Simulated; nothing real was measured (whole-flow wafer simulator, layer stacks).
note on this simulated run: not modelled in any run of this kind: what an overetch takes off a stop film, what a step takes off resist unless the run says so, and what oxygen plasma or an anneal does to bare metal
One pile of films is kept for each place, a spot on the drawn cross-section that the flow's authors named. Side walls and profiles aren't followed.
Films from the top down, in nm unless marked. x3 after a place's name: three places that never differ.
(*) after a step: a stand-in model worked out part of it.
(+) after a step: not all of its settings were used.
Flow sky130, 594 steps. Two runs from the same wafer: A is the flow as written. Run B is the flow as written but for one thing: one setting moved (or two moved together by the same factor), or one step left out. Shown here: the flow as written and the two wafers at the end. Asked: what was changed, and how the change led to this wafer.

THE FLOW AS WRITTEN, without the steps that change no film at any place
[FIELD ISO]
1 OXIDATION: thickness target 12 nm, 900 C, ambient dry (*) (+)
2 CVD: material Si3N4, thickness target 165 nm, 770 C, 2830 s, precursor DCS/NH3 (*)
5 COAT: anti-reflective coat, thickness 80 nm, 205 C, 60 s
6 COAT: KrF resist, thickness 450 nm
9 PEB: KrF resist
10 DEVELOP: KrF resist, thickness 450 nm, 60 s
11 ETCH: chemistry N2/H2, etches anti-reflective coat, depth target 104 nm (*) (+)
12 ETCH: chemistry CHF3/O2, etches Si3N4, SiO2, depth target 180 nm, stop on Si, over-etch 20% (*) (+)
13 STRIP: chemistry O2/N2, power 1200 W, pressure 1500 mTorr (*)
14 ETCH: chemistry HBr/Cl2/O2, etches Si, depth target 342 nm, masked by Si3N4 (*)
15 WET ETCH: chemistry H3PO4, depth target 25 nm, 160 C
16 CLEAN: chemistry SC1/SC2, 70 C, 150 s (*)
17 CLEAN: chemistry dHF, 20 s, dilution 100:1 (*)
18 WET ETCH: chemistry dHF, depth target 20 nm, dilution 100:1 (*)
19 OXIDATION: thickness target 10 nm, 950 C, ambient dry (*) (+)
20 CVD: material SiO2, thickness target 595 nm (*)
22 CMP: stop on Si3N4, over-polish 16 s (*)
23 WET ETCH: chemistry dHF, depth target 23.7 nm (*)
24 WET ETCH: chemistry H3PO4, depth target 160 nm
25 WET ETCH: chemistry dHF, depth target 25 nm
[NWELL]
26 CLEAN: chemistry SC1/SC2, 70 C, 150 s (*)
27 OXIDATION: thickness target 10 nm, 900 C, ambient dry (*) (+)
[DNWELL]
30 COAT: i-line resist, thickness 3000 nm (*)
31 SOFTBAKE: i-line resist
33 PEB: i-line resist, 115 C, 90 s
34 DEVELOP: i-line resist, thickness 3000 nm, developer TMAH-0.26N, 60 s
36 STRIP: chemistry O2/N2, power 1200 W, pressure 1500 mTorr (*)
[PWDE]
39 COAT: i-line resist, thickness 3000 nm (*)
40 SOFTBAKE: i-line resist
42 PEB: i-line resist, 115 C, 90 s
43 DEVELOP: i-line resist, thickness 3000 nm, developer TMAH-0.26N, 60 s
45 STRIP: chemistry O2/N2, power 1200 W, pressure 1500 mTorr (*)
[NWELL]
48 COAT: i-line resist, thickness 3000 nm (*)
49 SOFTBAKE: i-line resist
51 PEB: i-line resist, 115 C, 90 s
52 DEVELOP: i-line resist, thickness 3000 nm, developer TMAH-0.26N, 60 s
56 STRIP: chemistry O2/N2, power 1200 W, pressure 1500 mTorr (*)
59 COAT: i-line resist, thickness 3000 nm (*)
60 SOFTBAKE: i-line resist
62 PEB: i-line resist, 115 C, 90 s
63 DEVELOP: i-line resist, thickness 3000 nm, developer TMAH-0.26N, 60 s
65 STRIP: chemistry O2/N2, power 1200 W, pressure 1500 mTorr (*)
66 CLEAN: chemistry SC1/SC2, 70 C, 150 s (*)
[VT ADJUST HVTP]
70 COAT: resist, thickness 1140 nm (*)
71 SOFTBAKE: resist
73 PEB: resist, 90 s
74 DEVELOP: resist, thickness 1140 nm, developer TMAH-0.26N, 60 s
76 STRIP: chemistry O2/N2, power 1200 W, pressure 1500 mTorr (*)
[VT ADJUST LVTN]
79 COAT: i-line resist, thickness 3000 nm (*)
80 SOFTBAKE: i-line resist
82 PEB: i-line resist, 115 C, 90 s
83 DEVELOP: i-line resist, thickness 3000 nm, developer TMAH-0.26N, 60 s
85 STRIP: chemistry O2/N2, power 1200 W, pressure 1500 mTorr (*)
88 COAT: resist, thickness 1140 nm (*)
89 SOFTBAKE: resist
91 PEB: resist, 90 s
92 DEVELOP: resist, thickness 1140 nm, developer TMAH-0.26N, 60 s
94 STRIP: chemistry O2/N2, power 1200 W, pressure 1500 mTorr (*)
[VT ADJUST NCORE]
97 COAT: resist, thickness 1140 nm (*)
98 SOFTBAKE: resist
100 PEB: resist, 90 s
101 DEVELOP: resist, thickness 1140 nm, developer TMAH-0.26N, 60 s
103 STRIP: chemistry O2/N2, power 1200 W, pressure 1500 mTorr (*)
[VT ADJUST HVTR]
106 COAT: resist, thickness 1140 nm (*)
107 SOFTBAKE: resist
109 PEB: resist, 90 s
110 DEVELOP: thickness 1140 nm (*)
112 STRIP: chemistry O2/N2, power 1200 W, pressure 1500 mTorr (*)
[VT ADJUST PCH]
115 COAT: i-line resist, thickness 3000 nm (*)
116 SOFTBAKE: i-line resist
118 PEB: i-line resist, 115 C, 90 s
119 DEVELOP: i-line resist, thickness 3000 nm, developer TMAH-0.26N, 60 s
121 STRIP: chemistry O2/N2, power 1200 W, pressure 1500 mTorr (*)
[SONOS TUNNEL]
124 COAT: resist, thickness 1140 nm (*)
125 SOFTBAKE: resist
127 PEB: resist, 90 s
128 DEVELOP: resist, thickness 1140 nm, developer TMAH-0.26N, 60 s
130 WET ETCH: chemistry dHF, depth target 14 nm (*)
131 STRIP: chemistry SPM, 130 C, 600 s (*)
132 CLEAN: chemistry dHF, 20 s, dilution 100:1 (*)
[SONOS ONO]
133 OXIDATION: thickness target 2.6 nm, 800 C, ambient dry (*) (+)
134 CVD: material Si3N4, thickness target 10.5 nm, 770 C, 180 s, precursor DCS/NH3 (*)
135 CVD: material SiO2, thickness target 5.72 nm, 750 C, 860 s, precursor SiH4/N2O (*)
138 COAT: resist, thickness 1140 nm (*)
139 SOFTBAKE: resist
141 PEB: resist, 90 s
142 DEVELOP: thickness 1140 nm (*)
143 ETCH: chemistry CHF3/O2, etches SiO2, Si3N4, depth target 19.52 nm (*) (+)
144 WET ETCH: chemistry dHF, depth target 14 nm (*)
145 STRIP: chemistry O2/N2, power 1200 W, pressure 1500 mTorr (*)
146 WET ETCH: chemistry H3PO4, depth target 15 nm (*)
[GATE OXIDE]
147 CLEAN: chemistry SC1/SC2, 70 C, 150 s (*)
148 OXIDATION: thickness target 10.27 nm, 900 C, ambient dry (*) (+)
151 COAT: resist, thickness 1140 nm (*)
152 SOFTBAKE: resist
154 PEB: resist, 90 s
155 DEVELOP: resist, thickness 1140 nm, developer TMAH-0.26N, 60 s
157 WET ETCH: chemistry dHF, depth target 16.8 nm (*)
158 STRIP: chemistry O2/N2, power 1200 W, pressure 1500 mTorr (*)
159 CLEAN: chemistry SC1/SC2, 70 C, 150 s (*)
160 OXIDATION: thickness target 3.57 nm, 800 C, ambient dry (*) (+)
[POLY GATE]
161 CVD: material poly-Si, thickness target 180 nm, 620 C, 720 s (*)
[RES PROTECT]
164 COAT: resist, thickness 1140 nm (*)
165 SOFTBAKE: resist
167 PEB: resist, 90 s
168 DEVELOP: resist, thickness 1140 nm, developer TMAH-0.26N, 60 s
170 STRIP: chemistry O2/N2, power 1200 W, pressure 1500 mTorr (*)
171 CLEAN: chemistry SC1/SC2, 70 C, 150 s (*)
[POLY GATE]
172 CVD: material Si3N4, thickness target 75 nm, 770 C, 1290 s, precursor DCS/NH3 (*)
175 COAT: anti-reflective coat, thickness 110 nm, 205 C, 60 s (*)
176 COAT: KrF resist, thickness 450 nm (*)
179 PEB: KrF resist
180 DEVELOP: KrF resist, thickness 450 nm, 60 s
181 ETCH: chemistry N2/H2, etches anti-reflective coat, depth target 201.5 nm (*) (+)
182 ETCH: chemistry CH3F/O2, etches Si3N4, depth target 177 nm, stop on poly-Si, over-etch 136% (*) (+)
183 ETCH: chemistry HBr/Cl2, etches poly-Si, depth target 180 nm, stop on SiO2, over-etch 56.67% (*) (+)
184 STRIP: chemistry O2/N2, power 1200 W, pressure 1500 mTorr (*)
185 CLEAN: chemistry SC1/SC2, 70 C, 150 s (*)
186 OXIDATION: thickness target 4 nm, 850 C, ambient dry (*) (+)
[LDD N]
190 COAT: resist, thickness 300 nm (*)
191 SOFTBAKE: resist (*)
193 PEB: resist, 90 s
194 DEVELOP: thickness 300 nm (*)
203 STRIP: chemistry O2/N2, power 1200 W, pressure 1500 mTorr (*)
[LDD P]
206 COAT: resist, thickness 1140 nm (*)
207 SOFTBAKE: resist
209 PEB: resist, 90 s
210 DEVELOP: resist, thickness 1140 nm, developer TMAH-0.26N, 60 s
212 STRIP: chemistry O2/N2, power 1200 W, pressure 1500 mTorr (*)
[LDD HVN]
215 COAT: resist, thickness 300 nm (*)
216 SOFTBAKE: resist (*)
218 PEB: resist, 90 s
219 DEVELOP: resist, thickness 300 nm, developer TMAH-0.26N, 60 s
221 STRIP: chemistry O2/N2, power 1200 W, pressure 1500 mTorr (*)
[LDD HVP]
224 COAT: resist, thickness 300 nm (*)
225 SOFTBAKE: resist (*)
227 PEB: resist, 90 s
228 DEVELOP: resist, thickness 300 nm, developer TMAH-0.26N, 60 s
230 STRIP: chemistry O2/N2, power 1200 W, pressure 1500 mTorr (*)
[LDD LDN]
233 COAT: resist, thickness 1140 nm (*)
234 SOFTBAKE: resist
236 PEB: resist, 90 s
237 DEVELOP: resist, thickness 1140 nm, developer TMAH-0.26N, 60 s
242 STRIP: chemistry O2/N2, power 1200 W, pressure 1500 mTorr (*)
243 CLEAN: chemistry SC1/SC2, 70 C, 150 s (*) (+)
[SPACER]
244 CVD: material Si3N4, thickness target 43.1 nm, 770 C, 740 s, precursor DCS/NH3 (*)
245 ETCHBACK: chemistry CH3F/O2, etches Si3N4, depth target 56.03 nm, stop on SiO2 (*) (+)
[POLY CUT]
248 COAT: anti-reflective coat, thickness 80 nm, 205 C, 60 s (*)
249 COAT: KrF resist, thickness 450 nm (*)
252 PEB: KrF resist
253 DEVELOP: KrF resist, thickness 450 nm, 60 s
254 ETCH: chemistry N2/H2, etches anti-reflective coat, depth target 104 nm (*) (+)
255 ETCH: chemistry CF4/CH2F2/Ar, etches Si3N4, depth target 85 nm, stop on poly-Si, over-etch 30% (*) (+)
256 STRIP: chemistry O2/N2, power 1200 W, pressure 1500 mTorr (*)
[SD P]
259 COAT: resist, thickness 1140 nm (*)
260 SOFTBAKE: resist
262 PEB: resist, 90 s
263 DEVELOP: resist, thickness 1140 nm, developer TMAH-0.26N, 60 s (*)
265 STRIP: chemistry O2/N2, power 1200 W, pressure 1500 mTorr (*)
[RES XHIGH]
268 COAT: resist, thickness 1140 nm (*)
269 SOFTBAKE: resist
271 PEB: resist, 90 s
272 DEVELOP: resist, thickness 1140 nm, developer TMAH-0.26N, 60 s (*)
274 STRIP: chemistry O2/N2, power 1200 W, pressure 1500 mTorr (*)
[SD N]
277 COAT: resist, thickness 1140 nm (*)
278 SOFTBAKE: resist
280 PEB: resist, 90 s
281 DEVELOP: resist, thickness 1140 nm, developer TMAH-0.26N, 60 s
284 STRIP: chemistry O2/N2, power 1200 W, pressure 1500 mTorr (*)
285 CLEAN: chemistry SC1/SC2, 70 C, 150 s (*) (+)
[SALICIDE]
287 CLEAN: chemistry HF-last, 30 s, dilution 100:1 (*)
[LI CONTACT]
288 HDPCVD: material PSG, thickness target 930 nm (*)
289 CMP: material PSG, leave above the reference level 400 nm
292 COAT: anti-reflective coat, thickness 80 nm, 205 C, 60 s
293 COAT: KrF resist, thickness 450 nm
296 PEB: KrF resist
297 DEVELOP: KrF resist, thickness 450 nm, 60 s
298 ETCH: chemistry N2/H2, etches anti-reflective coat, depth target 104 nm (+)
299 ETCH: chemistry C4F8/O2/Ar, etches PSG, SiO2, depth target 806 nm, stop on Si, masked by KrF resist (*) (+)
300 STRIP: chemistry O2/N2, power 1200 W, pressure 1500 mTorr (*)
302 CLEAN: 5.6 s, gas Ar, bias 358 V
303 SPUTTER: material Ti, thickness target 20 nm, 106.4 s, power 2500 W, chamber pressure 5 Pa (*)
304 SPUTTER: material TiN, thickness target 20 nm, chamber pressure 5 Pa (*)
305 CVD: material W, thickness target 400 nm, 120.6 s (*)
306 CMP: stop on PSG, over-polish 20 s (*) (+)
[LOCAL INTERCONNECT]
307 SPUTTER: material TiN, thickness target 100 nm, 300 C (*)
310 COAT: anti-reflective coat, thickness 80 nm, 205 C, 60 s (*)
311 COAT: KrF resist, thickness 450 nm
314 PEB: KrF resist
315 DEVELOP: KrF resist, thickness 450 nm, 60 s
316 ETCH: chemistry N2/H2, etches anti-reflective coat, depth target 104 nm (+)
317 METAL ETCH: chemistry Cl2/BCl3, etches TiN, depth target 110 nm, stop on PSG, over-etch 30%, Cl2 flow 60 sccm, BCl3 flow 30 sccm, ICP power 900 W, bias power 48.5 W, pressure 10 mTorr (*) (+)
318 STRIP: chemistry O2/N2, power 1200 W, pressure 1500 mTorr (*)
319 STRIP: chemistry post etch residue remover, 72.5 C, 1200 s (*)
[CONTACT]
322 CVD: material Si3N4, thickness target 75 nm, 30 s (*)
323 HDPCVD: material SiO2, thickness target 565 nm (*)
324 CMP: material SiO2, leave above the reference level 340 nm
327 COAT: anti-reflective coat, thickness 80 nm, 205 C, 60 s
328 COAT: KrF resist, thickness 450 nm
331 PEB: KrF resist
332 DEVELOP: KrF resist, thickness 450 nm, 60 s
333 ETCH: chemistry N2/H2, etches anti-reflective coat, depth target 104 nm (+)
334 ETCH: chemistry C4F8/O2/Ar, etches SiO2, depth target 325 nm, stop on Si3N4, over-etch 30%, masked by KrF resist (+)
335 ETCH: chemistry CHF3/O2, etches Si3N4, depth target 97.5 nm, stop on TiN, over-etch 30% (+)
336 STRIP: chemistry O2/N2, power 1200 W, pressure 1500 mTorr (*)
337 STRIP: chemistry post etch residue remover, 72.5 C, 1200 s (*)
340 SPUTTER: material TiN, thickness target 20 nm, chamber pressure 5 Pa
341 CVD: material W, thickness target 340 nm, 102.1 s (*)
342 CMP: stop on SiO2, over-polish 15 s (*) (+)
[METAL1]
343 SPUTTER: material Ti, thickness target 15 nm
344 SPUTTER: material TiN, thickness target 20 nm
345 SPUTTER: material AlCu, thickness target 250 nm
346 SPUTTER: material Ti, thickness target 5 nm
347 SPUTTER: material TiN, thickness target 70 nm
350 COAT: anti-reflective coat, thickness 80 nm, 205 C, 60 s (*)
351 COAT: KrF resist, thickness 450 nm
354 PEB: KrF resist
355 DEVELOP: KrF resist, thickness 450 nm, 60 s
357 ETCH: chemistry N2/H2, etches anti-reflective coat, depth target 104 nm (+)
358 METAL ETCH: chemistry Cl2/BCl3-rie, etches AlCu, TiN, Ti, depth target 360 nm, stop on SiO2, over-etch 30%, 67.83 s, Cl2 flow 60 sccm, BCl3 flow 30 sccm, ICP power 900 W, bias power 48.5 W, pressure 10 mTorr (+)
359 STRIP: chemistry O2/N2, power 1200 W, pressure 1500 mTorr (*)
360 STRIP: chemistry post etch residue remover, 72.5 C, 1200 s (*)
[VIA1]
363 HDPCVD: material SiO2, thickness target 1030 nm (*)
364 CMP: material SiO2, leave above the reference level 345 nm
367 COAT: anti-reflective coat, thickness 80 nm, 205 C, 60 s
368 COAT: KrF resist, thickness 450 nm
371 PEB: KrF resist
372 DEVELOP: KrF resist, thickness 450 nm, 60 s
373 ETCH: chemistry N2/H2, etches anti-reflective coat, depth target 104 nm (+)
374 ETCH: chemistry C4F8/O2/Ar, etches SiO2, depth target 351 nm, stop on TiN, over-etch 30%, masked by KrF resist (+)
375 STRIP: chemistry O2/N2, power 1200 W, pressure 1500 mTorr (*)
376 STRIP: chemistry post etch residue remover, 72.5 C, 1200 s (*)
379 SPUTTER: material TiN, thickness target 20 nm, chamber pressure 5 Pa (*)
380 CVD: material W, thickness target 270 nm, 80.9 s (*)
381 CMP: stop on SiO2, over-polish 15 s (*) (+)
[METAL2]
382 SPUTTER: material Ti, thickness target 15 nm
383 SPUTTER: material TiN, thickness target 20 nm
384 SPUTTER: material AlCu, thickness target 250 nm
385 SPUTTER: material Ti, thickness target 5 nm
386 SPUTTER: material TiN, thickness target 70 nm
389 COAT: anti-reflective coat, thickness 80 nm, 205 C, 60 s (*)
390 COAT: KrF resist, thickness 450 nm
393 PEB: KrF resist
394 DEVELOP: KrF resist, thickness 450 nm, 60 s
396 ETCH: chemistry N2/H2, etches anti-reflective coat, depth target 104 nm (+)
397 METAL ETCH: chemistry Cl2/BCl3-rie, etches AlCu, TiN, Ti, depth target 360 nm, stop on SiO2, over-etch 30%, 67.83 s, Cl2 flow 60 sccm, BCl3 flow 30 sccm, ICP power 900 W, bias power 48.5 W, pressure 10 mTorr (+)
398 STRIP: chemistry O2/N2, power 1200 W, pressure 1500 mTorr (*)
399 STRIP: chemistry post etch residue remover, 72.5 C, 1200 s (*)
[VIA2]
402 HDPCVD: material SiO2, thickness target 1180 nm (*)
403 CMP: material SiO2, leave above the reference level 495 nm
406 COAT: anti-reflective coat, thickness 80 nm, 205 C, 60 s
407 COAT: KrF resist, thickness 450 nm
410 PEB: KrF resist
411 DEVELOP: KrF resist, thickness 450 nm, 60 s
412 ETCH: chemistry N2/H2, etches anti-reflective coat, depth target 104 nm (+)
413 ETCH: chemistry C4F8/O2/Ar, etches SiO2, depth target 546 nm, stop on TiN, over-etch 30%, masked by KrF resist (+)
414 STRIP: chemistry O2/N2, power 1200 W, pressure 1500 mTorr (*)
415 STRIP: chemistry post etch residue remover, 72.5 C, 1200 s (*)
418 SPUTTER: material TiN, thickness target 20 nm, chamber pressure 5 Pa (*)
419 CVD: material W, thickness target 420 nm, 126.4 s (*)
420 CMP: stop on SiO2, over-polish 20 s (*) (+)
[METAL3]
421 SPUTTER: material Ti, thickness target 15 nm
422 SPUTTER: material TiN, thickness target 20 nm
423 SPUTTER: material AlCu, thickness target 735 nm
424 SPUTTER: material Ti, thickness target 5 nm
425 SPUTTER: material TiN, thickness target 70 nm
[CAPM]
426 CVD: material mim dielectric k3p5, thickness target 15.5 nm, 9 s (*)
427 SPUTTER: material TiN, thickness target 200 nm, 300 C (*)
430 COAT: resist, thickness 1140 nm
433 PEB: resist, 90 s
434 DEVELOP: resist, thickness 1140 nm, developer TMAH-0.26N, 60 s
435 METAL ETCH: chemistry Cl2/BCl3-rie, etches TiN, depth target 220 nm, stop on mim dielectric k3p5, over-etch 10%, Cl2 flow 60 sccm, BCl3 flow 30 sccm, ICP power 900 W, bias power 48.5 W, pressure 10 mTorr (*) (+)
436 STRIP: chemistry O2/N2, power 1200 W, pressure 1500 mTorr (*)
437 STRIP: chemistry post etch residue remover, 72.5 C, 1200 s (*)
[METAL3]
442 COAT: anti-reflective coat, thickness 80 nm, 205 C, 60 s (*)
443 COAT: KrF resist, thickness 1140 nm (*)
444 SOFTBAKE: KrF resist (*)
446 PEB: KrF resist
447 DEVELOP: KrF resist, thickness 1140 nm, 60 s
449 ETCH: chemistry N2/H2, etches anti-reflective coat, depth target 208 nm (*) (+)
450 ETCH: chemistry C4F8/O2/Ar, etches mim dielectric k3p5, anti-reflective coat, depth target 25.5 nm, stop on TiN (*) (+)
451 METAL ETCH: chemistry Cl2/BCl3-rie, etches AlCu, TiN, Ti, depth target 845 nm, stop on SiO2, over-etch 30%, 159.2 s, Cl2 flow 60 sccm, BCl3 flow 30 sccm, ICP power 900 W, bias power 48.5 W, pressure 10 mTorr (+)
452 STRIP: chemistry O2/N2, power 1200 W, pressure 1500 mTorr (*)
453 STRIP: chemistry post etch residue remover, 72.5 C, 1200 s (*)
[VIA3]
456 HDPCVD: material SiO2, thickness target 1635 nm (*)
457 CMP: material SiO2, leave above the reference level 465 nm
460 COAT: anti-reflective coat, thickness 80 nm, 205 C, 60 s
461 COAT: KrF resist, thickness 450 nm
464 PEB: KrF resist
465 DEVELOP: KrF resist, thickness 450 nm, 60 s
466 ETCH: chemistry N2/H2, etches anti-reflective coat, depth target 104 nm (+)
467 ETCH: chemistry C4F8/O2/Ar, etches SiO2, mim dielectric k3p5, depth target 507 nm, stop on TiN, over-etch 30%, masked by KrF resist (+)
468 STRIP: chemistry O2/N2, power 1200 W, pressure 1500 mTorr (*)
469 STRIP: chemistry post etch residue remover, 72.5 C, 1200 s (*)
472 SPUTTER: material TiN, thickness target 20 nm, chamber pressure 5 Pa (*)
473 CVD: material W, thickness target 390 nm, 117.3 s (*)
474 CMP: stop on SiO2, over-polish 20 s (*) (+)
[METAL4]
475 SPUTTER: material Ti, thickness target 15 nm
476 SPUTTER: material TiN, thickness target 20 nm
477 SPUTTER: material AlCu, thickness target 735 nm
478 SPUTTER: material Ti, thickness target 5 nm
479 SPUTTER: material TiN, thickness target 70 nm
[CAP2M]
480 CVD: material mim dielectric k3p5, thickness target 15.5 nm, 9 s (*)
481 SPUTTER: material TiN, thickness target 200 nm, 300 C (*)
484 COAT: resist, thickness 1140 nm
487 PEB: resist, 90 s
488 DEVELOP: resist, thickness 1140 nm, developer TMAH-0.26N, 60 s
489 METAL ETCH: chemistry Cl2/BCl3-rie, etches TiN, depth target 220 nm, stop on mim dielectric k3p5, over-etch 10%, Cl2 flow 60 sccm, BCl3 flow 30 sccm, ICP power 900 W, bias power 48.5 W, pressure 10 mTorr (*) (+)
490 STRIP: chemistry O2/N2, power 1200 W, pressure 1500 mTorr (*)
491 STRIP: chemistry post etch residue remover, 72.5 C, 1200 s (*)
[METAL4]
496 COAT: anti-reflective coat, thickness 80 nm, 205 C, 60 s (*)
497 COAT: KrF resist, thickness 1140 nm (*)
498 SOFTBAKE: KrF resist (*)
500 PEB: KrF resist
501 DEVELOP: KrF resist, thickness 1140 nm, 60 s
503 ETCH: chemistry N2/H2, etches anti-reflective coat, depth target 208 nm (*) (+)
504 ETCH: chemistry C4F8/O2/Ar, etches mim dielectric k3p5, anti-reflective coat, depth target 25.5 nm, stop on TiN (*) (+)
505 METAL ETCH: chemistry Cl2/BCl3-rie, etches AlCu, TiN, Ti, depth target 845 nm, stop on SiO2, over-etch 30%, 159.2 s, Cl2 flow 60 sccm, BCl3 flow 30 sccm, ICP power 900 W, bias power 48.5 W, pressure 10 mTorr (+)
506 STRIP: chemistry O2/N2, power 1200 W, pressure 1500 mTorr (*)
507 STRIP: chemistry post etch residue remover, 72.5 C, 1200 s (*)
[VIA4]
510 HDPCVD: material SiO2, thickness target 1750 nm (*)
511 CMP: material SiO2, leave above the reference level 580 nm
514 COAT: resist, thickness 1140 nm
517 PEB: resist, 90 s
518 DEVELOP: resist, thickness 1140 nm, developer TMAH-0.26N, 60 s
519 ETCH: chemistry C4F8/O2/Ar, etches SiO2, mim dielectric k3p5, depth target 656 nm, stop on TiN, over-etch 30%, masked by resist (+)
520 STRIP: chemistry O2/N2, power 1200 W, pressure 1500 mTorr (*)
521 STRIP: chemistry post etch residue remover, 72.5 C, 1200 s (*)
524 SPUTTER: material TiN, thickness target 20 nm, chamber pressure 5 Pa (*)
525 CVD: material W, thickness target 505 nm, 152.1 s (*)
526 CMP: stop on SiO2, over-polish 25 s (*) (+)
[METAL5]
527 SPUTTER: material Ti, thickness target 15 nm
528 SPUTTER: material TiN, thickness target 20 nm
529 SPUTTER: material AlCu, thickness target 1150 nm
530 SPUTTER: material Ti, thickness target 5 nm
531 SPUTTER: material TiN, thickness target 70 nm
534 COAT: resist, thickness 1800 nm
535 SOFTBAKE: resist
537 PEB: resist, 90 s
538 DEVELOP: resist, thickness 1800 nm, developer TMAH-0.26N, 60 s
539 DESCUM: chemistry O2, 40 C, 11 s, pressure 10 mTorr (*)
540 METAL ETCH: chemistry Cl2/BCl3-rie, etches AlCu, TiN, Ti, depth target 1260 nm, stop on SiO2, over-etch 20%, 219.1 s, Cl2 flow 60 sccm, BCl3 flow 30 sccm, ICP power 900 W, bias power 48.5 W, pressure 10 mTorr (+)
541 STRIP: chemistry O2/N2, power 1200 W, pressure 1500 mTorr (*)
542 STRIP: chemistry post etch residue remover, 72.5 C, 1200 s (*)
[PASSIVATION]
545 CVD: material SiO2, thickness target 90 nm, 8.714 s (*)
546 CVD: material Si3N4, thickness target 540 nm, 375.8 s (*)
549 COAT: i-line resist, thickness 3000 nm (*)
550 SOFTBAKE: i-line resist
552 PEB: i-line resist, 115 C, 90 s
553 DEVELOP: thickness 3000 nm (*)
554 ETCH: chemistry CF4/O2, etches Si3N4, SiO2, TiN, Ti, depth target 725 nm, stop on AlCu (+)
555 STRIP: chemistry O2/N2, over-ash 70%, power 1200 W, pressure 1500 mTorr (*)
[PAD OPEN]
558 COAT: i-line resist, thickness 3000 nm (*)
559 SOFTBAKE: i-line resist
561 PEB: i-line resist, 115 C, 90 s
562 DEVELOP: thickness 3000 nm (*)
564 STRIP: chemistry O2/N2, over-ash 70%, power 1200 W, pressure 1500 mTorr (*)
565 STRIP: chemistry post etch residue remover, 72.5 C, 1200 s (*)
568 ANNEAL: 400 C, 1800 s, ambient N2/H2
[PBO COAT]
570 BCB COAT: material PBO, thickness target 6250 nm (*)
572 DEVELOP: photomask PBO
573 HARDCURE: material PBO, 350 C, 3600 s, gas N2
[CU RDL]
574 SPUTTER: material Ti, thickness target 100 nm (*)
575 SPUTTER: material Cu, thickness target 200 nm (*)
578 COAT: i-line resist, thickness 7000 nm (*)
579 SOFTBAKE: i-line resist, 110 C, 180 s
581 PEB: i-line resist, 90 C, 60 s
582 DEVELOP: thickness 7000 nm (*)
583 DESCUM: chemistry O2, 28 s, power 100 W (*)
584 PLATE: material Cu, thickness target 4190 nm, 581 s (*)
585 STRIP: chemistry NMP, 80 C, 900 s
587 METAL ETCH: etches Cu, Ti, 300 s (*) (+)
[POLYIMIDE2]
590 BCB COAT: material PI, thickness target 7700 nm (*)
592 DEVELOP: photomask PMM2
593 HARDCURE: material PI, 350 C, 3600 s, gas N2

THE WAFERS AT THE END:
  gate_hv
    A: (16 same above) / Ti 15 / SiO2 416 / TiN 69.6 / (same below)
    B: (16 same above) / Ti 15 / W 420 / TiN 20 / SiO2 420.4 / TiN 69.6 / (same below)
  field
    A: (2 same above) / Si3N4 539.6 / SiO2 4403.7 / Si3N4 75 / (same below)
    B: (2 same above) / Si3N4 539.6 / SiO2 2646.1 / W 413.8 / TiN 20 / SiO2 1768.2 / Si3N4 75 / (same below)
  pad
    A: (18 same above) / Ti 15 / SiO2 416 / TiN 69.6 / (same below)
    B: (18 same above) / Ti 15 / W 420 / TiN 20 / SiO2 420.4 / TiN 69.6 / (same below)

The cause: step 420, CMP: stop on SiO2, over-polish 20 s (*) (+), was left out.

How the change led to this, step by step:
  451 METAL ETCH: chemistry Cl2/BCl3-rie, etches AlCu, TiN, Ti, depth target 845 nm, stop on SiO2, over-etch 30%, 159.2 s, Cl2 flow 60 sccm, BCl3 flow 30 sccm, ICP power 900 W, bias power 48.5 W, pressure 10 mTorr (+)
      field, active, gate and 69 more: A TiN -70 (all of it), Ti -5 (all of it), AlCu -735 (all of it), TiN -20 (all of it), Ti -15 (all of it), SiO2 -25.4 | B TiN -70 (all of it), Ti -5 (all of it), AlCu -735 (all of it), TiN -20 (all of it), Ti -15 (all of it)
      vpp_ln, vpp_iso2, ndiff_ln and 10 more: A TiN -70 (all of it), Ti -5 (all of it), AlCu -735 (all of it), TiN -20 (all of it), Ti -15 (all of it), SiO2 -25.3 | B TiN -70 (all of it), Ti -5 (all of it), AlCu -735 (all of it), TiN -20 (all of it), Ti -15 (all of it)
  453 STRIP: chemistry post etch residue remover, 72.5 C, 1200 s (*)
      field, active, gate and 82 more: A nothing | B W -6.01
  456 HDPCVD: material SiO2, thickness target 1635 nm (*)
      field, active, gate and 82 more: A SiO2 +1635 | B SiO2 +1635 (new film)
  457 CMP: material SiO2, leave above the reference level 465 nm
      field, active, gate and 82 more: A SiO2 -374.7 | B SiO2 -393.8
Counting metal films that touch as one body, field has 1 body; the flow as written gives 0 bodies.
